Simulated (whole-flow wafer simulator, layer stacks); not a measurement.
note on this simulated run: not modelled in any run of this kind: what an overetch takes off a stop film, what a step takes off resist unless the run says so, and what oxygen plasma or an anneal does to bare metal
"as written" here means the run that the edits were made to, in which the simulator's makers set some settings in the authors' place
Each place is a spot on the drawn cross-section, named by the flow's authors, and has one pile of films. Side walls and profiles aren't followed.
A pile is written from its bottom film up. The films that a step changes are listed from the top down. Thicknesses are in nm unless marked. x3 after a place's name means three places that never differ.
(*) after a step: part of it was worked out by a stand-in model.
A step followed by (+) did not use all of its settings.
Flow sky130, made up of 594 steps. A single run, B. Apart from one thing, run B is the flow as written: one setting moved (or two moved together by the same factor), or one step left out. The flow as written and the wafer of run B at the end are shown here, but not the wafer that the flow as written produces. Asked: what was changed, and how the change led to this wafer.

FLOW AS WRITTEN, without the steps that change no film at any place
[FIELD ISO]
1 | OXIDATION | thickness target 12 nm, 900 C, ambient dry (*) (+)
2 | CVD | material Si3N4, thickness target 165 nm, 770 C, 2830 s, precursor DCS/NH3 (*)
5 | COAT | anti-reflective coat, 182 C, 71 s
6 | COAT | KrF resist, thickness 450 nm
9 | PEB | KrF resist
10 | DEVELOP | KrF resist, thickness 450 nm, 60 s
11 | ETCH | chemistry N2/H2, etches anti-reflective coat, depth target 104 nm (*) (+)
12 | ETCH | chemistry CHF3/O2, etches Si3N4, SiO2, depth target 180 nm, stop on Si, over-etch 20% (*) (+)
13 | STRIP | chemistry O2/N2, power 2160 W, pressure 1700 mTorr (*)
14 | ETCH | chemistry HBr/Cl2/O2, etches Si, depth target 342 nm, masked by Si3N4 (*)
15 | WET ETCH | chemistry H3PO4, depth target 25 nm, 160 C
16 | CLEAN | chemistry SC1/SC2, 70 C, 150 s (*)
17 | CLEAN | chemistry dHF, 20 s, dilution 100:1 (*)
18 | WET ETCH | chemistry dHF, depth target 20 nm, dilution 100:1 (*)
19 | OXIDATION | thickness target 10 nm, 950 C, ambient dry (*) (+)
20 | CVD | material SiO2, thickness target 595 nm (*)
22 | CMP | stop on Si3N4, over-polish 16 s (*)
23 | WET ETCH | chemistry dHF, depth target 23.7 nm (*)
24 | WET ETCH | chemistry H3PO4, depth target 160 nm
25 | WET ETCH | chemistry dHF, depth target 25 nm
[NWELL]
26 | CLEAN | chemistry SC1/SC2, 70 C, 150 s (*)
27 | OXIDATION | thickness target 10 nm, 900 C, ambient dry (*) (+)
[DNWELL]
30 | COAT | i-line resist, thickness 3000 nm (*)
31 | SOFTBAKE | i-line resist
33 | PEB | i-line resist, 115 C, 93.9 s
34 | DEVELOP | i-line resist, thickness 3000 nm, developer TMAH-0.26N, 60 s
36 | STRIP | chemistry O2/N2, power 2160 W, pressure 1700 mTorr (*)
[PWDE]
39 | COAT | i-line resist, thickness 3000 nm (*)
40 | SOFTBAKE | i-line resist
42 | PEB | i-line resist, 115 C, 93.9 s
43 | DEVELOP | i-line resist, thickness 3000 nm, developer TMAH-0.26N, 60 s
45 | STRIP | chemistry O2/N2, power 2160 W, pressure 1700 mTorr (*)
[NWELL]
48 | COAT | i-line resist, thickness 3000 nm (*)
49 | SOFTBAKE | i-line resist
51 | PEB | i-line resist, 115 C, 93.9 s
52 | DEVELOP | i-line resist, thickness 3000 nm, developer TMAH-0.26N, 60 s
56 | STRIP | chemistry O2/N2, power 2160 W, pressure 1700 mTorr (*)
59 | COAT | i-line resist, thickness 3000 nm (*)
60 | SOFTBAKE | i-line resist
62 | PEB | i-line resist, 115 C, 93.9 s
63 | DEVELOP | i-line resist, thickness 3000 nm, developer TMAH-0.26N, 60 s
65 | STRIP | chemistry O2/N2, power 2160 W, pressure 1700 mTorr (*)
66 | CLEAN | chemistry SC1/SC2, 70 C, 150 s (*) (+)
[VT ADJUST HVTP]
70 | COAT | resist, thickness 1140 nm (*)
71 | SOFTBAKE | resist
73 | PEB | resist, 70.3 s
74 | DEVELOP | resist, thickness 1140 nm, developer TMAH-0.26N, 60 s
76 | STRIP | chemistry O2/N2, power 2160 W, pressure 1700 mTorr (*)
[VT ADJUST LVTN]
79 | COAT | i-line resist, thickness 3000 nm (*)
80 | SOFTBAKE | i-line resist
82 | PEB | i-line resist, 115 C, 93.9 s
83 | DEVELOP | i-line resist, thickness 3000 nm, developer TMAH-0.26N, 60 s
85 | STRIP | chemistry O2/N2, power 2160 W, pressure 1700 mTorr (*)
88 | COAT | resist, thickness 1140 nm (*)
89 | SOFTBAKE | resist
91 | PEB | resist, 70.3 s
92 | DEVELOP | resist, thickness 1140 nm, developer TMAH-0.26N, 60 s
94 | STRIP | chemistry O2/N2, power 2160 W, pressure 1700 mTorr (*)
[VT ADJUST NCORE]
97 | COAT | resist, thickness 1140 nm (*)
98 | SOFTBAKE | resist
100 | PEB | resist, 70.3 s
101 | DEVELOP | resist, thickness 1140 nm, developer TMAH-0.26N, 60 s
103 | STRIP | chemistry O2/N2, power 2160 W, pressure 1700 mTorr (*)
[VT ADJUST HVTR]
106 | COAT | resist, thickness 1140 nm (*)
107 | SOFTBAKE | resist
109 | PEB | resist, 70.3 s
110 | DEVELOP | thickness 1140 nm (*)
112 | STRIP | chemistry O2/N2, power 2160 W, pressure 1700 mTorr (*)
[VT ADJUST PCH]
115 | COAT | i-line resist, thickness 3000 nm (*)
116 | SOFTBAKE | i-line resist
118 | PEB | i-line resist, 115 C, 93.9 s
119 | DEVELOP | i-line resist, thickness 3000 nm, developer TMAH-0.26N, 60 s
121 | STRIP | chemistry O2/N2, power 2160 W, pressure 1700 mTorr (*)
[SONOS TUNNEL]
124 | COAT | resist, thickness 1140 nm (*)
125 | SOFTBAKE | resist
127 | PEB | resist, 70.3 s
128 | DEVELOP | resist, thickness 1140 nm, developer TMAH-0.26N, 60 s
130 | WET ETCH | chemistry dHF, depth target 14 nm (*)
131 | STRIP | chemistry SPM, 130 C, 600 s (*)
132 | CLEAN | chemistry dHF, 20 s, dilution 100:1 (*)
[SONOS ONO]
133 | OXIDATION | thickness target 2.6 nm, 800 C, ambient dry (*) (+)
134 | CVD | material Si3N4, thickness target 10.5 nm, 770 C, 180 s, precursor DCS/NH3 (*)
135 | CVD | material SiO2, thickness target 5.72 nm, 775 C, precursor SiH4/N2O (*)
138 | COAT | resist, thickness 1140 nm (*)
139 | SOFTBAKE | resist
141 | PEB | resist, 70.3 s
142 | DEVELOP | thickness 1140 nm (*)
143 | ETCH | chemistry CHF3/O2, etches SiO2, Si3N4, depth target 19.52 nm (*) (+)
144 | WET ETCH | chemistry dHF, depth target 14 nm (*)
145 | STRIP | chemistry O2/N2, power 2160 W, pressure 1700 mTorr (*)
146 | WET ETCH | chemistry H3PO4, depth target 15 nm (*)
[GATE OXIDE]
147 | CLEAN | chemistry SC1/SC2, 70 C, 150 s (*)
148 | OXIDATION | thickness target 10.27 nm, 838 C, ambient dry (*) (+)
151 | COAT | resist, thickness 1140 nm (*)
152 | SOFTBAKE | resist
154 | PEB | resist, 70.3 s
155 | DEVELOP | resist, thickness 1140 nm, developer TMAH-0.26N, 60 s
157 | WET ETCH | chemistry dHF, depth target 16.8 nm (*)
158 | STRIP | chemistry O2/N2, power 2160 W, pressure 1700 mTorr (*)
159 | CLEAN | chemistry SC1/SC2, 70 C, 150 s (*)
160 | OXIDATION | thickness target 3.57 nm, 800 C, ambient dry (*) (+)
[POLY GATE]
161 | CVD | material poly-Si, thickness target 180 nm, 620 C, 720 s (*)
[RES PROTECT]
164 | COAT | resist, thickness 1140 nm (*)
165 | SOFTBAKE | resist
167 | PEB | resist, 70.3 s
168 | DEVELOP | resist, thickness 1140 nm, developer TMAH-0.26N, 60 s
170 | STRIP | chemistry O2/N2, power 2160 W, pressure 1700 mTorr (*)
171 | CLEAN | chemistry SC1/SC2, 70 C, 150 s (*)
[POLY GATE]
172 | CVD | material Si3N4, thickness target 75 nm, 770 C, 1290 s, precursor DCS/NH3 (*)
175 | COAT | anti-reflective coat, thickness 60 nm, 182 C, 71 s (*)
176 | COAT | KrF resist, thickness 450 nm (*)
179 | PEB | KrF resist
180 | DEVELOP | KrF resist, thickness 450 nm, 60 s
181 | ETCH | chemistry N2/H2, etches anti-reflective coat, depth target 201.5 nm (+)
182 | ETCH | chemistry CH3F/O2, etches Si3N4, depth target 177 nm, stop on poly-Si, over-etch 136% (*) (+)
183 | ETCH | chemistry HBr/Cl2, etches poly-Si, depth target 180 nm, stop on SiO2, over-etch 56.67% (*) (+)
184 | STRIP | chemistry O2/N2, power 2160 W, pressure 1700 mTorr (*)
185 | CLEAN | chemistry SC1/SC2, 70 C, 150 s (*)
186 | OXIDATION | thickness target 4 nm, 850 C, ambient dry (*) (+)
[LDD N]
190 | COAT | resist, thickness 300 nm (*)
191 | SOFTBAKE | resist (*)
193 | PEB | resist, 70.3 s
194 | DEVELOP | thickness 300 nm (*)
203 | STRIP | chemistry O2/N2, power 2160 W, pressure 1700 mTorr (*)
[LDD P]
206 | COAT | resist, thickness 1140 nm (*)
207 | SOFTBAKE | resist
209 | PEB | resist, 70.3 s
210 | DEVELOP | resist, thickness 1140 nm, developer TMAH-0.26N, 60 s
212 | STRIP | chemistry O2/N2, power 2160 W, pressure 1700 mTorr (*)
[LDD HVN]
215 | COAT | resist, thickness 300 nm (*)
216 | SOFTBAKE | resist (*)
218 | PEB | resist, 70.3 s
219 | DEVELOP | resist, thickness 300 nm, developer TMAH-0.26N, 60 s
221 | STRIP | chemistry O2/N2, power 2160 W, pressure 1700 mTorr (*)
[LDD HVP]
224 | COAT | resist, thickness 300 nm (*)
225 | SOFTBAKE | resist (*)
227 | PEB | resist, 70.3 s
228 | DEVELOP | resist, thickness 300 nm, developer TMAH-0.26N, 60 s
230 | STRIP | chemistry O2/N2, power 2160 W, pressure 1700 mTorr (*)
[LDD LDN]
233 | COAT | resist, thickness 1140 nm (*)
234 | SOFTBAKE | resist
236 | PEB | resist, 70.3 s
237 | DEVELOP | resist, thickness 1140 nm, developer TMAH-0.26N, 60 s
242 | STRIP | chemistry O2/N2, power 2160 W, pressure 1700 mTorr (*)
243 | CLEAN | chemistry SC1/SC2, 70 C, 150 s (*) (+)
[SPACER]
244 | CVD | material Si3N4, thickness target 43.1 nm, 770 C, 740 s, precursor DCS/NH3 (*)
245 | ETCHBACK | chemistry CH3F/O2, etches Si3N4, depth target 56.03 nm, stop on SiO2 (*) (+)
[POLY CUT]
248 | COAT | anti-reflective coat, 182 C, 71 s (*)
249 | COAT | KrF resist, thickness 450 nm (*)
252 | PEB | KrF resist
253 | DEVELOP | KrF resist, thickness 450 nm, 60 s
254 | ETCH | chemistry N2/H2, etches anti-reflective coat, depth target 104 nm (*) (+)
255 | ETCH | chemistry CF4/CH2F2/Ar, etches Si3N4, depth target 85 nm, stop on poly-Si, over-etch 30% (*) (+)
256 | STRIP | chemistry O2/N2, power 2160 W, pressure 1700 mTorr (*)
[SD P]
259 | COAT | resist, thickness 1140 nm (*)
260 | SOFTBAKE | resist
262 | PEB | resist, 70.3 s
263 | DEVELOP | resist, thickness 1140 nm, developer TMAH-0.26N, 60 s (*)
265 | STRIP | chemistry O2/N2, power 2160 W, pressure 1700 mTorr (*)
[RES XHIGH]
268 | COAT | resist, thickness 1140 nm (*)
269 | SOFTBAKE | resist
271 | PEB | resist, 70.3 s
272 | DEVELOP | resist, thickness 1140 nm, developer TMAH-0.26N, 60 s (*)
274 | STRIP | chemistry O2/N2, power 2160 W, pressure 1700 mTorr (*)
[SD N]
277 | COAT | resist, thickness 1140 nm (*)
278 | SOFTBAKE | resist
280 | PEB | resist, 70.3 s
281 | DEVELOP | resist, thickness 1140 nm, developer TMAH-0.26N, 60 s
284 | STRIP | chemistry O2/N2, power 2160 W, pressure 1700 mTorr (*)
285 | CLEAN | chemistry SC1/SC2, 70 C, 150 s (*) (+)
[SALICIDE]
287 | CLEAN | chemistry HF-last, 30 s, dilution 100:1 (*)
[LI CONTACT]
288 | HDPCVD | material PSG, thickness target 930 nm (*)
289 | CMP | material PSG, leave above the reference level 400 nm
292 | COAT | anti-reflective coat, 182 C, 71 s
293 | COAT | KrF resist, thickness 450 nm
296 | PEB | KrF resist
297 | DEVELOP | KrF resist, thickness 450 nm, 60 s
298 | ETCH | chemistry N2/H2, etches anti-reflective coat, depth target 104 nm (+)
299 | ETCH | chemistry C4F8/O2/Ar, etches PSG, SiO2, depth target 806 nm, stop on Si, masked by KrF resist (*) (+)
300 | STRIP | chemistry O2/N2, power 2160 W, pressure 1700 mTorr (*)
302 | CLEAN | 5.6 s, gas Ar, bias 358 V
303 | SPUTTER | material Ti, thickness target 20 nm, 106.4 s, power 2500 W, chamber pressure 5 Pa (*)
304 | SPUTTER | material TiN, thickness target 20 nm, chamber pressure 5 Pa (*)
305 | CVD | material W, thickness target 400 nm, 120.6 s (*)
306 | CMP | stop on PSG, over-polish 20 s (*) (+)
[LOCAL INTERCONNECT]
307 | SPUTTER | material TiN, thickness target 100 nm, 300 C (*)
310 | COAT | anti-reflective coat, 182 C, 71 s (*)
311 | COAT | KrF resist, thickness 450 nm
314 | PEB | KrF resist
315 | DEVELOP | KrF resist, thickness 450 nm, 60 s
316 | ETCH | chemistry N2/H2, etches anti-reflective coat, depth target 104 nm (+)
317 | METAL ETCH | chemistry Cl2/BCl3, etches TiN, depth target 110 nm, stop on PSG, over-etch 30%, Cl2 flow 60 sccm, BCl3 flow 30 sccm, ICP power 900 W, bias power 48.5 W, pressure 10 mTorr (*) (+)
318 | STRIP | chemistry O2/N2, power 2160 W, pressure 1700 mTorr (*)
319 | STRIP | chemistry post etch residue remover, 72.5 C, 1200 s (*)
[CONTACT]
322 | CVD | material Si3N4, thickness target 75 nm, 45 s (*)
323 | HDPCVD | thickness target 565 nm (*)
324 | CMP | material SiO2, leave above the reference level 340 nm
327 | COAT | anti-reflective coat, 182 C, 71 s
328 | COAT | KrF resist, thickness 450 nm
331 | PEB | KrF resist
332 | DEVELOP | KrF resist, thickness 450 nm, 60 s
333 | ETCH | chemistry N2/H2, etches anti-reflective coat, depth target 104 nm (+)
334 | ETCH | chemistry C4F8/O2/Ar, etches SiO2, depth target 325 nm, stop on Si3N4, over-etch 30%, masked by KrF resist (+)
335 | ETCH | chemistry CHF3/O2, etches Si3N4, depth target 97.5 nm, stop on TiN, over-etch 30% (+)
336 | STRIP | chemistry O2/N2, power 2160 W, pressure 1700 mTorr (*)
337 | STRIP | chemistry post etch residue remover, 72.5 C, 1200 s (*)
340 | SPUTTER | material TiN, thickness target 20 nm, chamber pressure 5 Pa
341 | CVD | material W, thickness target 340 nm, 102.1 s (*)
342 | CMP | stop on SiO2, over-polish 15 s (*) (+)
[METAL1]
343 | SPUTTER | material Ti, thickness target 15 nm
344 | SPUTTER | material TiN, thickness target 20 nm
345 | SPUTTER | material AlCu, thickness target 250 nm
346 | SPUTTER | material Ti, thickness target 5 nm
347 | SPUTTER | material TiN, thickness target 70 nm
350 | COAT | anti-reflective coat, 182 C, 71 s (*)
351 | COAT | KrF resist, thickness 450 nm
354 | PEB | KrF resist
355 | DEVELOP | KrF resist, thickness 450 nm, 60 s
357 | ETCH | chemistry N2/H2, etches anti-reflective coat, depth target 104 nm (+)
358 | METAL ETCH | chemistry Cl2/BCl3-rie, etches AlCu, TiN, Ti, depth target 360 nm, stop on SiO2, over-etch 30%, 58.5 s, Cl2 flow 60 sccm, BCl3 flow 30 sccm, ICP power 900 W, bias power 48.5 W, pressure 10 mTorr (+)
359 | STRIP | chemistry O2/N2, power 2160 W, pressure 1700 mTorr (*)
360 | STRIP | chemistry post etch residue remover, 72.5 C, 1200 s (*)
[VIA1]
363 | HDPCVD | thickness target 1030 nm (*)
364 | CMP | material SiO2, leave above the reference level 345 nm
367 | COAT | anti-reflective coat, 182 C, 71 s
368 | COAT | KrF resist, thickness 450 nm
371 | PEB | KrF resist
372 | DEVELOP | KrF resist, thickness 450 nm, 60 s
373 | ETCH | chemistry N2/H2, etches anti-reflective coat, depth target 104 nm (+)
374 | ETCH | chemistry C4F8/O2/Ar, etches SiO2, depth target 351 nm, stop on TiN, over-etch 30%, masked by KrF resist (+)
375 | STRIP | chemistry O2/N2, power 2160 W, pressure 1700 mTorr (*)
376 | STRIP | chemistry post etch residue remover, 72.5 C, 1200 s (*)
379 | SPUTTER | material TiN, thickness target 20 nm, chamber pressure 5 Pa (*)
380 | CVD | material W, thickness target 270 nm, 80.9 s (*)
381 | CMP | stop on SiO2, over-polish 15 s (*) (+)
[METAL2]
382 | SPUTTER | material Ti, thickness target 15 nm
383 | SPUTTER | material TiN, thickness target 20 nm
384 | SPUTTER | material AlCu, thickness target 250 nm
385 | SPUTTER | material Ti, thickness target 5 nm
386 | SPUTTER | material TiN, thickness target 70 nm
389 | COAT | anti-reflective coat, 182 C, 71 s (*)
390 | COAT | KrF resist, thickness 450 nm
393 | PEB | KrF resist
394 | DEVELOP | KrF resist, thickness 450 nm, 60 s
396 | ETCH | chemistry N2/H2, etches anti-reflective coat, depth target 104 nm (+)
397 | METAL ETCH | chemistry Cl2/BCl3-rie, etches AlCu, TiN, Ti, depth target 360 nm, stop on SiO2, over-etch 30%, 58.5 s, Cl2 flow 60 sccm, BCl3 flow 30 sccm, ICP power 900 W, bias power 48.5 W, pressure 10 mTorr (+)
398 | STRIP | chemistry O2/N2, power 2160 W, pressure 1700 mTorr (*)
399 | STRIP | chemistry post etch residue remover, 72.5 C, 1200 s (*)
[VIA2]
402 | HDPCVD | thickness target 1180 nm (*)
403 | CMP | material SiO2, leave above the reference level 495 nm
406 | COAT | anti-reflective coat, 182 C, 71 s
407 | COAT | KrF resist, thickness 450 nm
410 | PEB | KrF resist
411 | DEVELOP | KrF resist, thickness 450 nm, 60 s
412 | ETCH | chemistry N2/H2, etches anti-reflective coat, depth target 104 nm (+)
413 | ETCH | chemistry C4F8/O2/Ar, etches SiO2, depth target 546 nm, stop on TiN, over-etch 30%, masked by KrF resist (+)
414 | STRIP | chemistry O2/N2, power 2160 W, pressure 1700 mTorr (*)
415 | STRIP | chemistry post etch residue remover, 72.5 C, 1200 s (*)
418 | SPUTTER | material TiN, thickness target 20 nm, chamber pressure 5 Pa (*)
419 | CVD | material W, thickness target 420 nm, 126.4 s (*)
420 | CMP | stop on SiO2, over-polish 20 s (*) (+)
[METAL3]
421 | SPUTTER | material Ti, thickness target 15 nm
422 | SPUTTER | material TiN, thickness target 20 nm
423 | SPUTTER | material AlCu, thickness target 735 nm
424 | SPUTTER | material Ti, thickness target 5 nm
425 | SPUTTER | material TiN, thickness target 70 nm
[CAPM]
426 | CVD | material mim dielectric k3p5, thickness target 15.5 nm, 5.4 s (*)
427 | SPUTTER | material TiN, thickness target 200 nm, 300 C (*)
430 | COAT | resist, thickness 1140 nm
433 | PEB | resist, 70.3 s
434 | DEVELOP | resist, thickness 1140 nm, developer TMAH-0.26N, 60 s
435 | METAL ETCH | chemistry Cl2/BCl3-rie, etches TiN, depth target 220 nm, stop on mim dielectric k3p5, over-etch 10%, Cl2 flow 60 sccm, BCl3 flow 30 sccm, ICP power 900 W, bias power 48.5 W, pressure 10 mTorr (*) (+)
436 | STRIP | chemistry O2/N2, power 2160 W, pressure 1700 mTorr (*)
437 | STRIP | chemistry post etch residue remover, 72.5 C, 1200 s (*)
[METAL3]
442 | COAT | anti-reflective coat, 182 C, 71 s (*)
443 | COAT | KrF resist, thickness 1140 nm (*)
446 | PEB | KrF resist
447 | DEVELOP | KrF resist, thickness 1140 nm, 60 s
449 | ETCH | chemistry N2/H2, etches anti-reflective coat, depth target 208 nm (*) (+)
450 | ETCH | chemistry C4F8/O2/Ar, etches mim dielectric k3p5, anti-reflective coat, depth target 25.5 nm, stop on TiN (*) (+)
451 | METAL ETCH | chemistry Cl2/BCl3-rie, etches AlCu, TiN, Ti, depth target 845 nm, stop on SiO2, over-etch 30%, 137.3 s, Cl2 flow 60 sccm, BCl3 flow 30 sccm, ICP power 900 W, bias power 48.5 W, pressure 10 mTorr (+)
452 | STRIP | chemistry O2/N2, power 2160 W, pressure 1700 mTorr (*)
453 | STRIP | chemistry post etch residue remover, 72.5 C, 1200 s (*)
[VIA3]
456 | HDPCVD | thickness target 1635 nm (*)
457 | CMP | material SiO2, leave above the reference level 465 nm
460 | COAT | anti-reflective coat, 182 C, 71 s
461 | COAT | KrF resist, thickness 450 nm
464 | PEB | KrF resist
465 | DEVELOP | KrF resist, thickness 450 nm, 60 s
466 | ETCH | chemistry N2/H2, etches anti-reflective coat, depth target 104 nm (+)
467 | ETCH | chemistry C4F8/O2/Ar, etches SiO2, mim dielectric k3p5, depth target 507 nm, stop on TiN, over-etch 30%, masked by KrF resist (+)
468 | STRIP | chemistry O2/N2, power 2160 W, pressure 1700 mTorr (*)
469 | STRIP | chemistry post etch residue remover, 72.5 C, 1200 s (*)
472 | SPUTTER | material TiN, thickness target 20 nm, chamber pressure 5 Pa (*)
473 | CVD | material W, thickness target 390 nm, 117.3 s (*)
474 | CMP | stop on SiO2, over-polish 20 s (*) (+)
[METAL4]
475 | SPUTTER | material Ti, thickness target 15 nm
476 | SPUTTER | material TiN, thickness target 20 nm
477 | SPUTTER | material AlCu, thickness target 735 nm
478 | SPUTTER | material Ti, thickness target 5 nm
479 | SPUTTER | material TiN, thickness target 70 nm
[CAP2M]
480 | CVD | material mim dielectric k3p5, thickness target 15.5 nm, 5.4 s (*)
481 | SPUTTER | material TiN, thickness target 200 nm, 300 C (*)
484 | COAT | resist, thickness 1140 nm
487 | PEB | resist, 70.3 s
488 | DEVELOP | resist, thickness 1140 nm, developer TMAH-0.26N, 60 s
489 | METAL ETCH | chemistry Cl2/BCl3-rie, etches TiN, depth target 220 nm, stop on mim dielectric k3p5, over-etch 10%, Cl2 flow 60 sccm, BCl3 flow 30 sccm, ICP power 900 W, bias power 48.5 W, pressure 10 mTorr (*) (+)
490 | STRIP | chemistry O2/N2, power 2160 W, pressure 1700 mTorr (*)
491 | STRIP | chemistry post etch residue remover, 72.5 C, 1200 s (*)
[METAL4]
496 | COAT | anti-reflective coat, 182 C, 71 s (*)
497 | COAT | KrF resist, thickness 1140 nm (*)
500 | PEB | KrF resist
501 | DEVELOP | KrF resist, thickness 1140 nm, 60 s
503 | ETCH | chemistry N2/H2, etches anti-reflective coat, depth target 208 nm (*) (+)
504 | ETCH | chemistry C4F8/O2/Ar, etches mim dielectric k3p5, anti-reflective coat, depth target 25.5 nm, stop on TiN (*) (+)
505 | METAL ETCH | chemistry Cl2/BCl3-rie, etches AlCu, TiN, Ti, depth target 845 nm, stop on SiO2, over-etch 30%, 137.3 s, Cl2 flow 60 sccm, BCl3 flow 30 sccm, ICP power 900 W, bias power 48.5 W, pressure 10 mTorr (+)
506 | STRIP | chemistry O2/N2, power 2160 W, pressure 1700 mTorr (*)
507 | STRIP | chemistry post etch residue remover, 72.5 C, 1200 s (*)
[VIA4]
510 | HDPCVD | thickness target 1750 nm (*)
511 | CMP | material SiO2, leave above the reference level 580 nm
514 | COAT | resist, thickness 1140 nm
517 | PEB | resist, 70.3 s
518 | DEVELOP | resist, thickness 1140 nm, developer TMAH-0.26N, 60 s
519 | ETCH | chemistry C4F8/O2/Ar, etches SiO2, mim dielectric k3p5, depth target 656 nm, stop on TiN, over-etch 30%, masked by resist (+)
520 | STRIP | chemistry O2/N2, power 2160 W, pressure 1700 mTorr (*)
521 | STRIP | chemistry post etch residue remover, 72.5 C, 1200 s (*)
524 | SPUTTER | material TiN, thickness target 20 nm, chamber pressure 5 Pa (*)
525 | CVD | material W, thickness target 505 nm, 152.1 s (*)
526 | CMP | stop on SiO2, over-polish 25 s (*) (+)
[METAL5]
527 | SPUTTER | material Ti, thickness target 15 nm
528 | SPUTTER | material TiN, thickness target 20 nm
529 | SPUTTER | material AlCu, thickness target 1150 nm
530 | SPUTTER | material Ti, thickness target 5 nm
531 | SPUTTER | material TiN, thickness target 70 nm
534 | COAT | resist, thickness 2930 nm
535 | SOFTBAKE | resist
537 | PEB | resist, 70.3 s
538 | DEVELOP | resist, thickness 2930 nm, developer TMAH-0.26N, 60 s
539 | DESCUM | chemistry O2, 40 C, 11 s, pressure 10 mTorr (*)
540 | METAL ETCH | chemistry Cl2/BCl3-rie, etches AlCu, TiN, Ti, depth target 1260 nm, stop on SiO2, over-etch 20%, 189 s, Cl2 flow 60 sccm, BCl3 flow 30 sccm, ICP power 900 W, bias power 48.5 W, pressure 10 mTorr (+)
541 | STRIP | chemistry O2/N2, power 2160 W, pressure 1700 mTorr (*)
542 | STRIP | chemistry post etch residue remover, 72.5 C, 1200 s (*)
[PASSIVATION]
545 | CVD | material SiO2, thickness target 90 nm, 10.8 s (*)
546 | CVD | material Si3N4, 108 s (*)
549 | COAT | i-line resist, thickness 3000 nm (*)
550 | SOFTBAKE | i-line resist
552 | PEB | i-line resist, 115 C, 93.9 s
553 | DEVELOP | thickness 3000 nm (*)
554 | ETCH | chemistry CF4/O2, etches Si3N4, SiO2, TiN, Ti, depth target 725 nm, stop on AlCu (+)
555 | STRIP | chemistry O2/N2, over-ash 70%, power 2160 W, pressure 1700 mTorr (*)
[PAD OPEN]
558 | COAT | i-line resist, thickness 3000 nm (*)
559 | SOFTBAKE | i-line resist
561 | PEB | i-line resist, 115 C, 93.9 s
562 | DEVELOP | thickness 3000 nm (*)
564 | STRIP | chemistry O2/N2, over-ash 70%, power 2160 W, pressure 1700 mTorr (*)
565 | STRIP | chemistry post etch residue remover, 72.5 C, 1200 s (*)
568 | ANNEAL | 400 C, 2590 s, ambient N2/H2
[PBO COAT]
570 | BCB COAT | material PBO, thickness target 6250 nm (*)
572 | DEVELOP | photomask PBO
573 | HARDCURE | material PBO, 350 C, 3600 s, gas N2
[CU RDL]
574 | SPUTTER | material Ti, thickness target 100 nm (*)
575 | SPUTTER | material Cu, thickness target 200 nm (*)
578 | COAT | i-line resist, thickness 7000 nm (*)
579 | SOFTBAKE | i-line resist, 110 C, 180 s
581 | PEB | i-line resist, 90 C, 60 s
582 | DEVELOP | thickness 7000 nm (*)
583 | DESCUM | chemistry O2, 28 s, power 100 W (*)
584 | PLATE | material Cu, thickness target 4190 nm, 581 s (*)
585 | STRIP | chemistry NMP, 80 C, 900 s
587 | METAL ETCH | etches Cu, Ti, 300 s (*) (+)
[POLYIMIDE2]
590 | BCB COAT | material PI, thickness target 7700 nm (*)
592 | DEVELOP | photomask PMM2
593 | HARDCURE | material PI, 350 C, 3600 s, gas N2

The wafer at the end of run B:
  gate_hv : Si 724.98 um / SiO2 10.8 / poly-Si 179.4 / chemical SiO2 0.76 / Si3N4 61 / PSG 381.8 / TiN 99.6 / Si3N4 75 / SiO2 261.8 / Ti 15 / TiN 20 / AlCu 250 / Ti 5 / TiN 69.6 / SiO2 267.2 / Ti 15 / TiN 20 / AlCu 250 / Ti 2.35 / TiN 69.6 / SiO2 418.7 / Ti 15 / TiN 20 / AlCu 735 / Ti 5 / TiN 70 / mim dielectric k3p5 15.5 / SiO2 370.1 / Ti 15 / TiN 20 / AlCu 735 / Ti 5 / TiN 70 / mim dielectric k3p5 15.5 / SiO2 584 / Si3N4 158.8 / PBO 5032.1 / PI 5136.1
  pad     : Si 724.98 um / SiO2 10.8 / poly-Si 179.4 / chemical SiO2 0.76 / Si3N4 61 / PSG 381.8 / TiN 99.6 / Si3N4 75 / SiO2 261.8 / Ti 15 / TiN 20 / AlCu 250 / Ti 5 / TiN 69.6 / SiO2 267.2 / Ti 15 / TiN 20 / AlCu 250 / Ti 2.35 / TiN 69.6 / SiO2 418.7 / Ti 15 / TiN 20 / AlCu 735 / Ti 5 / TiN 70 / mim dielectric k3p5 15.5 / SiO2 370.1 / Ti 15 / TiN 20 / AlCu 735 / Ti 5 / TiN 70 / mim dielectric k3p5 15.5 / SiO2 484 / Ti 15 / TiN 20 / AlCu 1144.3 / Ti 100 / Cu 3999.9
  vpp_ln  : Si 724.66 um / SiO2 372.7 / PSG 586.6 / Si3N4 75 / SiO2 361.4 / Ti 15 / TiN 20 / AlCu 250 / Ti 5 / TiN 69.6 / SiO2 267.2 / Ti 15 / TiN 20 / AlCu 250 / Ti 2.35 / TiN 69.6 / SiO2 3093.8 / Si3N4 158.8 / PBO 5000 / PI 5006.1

The reason: step 385, SPUTTER: thickness target 2.35 nm was run, while the flow as written has thickness target 5 nm.
One can read it off the wafer: gate_hv has Ti 2.35, and step 385 as written asks for 5 nm.

The path from the change to this, step by step:
  385 | SPUTTER | material Ti, thickness target 5 nm
      field, active, n_well and 188 more: +2.35 Ti (new film) (in the flow as written it would be: +5 Ti (new film))
  397 | METAL ETCH | chemistry Cl2/BCl3-rie, etches AlCu, TiN, Ti, depth target 360 nm, stop on SiO2, over-etch 30%, 58.5 s, Cl2 flow 60 sccm, BCl3 flow 30 sccm, ICP power 900 W, bias power 48.5 W, pressure 10 mTorr (+)
      field, active, gate and 82 more: -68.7 TiN (all of it), -2.35 Ti (all of it), -250 AlCu (all of it), -20 TiN (all of it), -15 Ti (all of it), -11.2 SiO2 (in the flow as written it would be: -68.7 TiN (all of it), -5 Ti (all of it), -250 AlCu (all of it), -20 TiN (all of it), -15 Ti (all of it), -10.9 SiO2)
